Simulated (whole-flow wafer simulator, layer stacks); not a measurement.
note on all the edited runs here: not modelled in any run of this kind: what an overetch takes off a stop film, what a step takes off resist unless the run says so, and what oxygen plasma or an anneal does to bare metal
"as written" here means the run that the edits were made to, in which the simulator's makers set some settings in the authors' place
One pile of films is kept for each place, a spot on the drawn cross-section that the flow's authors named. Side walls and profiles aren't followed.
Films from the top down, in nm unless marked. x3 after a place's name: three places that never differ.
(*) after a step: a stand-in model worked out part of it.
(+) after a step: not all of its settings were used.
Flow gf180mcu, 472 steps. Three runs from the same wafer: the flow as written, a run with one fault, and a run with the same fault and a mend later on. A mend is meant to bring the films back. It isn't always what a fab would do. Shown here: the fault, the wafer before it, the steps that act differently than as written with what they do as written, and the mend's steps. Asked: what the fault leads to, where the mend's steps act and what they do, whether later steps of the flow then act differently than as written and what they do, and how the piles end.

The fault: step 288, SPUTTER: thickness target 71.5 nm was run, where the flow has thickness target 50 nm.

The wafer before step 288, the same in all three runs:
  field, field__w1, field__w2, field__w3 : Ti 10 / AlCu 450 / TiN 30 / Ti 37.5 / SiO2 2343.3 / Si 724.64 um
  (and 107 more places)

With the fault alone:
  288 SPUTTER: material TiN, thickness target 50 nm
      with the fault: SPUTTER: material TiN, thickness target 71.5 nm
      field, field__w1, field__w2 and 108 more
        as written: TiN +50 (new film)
        with the fault: TiN +71.5 (new film)
  Later steps of the flow that act differently than as written (3 more steps differ only slightly, by at most 2% or 0.5 nm, whichever is larger, and aren't shown):
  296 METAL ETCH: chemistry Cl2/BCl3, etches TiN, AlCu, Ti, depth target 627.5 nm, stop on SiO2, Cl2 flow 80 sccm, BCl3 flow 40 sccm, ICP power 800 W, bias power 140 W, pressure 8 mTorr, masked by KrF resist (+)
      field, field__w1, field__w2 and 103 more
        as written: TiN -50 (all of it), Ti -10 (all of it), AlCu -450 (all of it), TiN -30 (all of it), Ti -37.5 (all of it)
        with the fault: TiN -71.5 (all of it), Ti -10 (all of it), AlCu -450 (all of it), TiN -30 (all of it), Ti -37.5 (all of it)
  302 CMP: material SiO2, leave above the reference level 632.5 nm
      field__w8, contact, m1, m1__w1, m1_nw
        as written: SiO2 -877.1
        with the fault: SiO2 -898.6
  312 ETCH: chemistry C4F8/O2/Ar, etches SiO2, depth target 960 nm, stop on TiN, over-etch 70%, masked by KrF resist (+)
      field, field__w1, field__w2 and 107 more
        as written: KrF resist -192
        with the fault: KrF resist -187.3
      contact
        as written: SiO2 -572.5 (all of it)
        with the fault: SiO2 -551 (all of it)
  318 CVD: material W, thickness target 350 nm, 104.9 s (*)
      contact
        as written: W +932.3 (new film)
        with the fault: W +910.6 (new film)
  At the end the piles differ from the flow's by more than 2% or 0.5 nm, whichever is larger, at field__w8, contact, m1, m1__w1, m1_nw.
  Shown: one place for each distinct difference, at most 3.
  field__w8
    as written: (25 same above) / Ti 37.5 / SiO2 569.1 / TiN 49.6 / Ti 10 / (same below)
    with the fault: (25 same above) / Ti 37.5 / SiO2 547.6 / TiN 71.1 / Ti 10 / (same below)
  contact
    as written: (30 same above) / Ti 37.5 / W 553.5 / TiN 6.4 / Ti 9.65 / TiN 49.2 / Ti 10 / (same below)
    with the fault: (30 same above) / Ti 37.5 / W 531.8 / TiN 6.48 / Ti 9.77 / TiN 70.7 / Ti 10 / (same below)

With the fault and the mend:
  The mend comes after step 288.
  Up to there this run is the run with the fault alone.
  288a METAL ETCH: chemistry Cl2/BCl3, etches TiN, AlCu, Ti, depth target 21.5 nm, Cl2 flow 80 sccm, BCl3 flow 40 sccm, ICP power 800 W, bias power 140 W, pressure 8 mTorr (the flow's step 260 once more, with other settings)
      field, field__w1, field__w2 and 108 more
        TiN -21.5
  No later step of the flow acts differently than as written at any place that is followed.
  At the end the piles are the same as the flow's at every place that both follow.
